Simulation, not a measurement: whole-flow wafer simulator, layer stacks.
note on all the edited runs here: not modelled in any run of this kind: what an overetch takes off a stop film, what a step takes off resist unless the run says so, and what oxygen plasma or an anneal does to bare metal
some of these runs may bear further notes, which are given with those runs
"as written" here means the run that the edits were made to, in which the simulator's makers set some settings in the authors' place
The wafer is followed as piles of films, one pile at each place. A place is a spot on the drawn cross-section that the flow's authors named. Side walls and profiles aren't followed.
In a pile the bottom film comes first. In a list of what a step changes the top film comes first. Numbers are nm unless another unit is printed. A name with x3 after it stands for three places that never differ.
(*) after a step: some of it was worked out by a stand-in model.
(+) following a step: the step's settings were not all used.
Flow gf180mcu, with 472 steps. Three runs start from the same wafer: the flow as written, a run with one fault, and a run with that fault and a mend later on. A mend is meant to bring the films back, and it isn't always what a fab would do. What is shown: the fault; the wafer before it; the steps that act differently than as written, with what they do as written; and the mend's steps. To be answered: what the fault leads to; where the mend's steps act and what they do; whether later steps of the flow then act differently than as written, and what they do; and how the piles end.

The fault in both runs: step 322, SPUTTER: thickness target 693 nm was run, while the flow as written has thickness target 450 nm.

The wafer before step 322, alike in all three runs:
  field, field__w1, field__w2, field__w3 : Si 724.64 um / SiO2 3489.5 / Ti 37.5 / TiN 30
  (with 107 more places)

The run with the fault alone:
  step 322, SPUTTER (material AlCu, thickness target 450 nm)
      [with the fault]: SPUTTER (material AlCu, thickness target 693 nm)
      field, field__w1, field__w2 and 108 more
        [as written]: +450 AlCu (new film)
        [with the fault]: +693 AlCu (new film)
  Steps further on in the flow that do not act as written:
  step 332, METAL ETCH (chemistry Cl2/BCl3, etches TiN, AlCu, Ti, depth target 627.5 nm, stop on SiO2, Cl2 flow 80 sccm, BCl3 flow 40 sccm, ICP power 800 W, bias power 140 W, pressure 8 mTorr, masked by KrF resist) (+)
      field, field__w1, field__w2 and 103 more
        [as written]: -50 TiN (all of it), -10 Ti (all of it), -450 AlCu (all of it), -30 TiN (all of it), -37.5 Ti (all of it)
        [with the fault]: -50 TiN (all of it), -10 Ti (all of it), -567.5 AlCu
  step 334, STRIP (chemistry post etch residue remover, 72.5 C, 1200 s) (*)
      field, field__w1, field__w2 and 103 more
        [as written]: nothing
        [with the fault]: -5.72 AlCu
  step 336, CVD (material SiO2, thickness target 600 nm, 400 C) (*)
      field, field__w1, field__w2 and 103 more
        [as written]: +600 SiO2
        [with the fault]: +600 SiO2 (new film)
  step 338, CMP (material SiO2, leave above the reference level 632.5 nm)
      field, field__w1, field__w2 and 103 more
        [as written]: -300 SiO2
        [with the fault]: -244.3 SiO2
  At field, field__w1, field__w2 and 109 more, the piles at the end differ from the flow's by more than 2% or 0.5 nm, whichever is larger.
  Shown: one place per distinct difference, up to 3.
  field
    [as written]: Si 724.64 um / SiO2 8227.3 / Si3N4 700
    [with the fault]: Si 724.64 um / SiO2 3489.5 / Ti 37.5 / TiN 30 / AlCu 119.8 / SiO2 4793.5 / Si3N4 700
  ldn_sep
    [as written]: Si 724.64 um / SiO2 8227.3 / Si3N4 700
    [with the fault]: Si 724.64 um / SiO2 3489.4 / Ti 37.5 / TiN 30 / AlCu 119.8 / SiO2 4793.5 / Si3N4 700
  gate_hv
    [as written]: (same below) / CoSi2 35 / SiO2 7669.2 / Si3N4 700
    [with the fault]: (same below) / CoSi2 35 / SiO2 2931.3 / Ti 37.5 / TiN 30 / AlCu 119.8 / SiO2 4793.5 / Si3N4 700

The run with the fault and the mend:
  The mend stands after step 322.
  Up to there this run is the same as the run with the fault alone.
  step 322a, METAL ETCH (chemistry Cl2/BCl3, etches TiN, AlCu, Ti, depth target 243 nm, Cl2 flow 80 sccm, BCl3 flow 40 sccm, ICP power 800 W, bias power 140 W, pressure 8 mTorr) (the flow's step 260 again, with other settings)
      field, field__w1, field__w2 and 108 more
        -243 AlCu
  Every later step of the flow that is run acts as written at every place that is followed.
  The piles end the same as the flow's at every place that both follow.
